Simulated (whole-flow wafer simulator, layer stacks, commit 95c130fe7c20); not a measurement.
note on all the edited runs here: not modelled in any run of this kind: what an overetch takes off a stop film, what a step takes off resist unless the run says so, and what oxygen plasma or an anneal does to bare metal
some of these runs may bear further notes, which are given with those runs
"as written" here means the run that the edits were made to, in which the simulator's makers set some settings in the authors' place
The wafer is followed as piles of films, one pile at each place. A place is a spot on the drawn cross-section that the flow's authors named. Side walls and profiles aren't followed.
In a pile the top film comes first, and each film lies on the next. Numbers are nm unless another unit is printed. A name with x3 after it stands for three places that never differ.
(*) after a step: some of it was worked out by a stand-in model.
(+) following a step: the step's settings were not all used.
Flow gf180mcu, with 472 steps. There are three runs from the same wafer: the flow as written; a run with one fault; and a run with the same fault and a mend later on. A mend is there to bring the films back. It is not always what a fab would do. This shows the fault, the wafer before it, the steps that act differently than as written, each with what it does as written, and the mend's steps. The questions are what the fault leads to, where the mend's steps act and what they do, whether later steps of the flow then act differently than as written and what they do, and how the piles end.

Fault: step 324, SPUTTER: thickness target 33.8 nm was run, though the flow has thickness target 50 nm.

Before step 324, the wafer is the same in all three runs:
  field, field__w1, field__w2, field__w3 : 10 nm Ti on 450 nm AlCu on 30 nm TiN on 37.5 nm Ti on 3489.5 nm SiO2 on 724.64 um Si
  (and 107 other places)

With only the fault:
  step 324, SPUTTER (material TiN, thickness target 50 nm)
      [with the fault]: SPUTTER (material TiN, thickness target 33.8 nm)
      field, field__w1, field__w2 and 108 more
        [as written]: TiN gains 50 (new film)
        [with the fault]: TiN gains 33.8 (new film)
  Steps later in the flow that act otherwise than as written (not shown: 4 more steps that differ only slightly, by at most 2% or 0.5 nm, whichever is larger):
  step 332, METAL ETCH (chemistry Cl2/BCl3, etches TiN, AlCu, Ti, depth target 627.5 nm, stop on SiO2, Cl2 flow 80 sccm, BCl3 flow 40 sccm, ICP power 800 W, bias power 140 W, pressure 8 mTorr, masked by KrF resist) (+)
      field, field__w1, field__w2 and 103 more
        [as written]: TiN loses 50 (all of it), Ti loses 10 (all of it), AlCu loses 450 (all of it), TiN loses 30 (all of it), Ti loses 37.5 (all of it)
        [with the fault]: TiN loses 33.8 (all of it), Ti loses 10 (all of it), AlCu loses 450 (all of it), TiN loses 30 (all of it), Ti loses 37.5 (all of it)
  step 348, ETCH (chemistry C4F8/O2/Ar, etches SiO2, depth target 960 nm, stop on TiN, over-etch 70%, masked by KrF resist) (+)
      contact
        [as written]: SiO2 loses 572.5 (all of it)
        [with the fault]: SiO2 loses 588.7 (all of it)
  The piles end different from the flow's at field__w8, contact, m1, m1__w1, m1_nw by more than 2% or 0.5 nm, whichever is larger.
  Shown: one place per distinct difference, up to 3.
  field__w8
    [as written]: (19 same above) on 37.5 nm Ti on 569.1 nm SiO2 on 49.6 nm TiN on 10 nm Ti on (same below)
    [with the fault]: (19 same above) on 37.5 nm Ti on 585.3 nm SiO2 on 33.4 nm TiN on 10 nm Ti on (same below)
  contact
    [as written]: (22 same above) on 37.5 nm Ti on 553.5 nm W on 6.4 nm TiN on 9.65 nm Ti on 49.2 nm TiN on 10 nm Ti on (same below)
    [with the fault]: (22 same above) on 37.5 nm Ti on 569.9 nm W on 6.34 nm TiN on 9.56 nm Ti on 33 nm TiN on 10 nm Ti on (same below)

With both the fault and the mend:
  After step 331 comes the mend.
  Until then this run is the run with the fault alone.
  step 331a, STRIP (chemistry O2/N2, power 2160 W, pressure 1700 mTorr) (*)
      field__w8, contact, m1, m1__w1, m1_nw
        KrF resist loses 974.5 (all of it)
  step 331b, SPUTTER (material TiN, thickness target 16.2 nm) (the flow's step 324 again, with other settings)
      field, field__w1, field__w2 and 108 more
        TiN gains 16.2
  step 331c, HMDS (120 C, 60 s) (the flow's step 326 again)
      leaves every film unchanged at each place that is followed
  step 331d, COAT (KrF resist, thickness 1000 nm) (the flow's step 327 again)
      field, field__w1, field__w2 and 108 more
        KrF resist gains 1000 (new film)
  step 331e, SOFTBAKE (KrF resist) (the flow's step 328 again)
      leaves every film unchanged at each place that is followed
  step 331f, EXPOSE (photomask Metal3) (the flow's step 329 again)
      leaves every film unchanged at each place that is followed
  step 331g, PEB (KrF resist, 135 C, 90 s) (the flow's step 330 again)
      field, field__w1, field__w2 and 108 more
        KrF resist loses 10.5
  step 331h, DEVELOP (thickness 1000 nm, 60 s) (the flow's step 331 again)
      field, field__w1, field__w2 and 103 more
        KrF resist loses 989.5 (all of it)
      field__w8, contact, m1, m1__w1, m1_nw
        KrF resist loses 14.9
  Later steps of the flow that are run all act as written at every place that is followed.
  By the end, the piles equal the flow's at every place that both follow.
